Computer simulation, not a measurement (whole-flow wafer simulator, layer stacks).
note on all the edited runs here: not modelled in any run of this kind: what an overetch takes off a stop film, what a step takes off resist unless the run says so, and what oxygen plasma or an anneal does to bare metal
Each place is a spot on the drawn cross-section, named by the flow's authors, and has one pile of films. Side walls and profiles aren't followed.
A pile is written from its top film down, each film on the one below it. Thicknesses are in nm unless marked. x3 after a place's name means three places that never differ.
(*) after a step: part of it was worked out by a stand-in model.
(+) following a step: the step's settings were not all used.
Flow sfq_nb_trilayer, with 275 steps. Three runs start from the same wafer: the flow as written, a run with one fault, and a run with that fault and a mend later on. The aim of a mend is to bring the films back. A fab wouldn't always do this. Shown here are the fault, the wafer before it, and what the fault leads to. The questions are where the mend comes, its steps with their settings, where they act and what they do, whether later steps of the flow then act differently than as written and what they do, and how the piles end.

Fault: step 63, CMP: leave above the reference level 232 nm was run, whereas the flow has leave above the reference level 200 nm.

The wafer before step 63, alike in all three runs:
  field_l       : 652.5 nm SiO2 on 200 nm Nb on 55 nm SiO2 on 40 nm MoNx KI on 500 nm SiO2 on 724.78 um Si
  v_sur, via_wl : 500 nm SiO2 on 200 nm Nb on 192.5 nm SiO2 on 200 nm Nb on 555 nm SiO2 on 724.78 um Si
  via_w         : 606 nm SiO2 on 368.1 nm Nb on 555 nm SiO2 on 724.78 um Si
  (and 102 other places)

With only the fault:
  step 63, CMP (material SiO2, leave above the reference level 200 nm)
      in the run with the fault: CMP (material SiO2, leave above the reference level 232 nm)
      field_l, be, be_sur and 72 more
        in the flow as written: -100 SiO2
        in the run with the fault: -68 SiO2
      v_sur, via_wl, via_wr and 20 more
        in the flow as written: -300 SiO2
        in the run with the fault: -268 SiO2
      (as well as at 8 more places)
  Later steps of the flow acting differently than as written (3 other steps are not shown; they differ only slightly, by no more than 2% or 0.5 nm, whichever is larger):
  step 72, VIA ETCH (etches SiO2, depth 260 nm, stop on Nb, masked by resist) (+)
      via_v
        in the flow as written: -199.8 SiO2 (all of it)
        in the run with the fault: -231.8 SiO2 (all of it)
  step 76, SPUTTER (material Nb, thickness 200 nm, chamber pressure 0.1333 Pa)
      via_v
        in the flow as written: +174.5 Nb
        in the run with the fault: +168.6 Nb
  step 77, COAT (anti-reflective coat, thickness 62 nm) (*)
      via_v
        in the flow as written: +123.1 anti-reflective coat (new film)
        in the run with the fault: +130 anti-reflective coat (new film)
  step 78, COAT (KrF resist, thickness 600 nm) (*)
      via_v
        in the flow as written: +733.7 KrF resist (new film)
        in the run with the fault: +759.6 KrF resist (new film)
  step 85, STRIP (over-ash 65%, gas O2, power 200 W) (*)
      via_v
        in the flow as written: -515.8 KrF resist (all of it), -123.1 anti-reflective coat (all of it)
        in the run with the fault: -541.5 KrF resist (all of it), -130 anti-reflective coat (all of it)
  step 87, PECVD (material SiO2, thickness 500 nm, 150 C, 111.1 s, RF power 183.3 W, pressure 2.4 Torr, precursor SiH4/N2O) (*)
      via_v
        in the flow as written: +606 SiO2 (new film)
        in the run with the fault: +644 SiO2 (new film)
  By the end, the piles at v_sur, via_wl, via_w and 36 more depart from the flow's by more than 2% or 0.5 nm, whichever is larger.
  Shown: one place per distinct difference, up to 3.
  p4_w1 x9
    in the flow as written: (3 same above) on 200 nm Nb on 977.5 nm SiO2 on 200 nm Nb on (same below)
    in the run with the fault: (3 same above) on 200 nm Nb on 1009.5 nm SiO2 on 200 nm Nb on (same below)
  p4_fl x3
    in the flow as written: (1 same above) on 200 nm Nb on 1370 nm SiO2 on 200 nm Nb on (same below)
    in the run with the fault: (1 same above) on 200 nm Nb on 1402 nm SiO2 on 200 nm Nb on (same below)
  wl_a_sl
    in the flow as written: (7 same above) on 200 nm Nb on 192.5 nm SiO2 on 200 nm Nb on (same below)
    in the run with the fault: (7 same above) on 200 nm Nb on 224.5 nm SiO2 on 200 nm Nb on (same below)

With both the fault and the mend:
  The mend follows step 64.
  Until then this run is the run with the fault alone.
  step 64a, CMP (material SiO2, leave above the reference level 200 nm) (the flow's step 63 again)
      field_l, v_sur, via_wl and 103 more
        -32 SiO2
  Later steps of the flow that are run all act as written at every place that is followed.
  At every place that both follow, the piles at the end match the flow's.
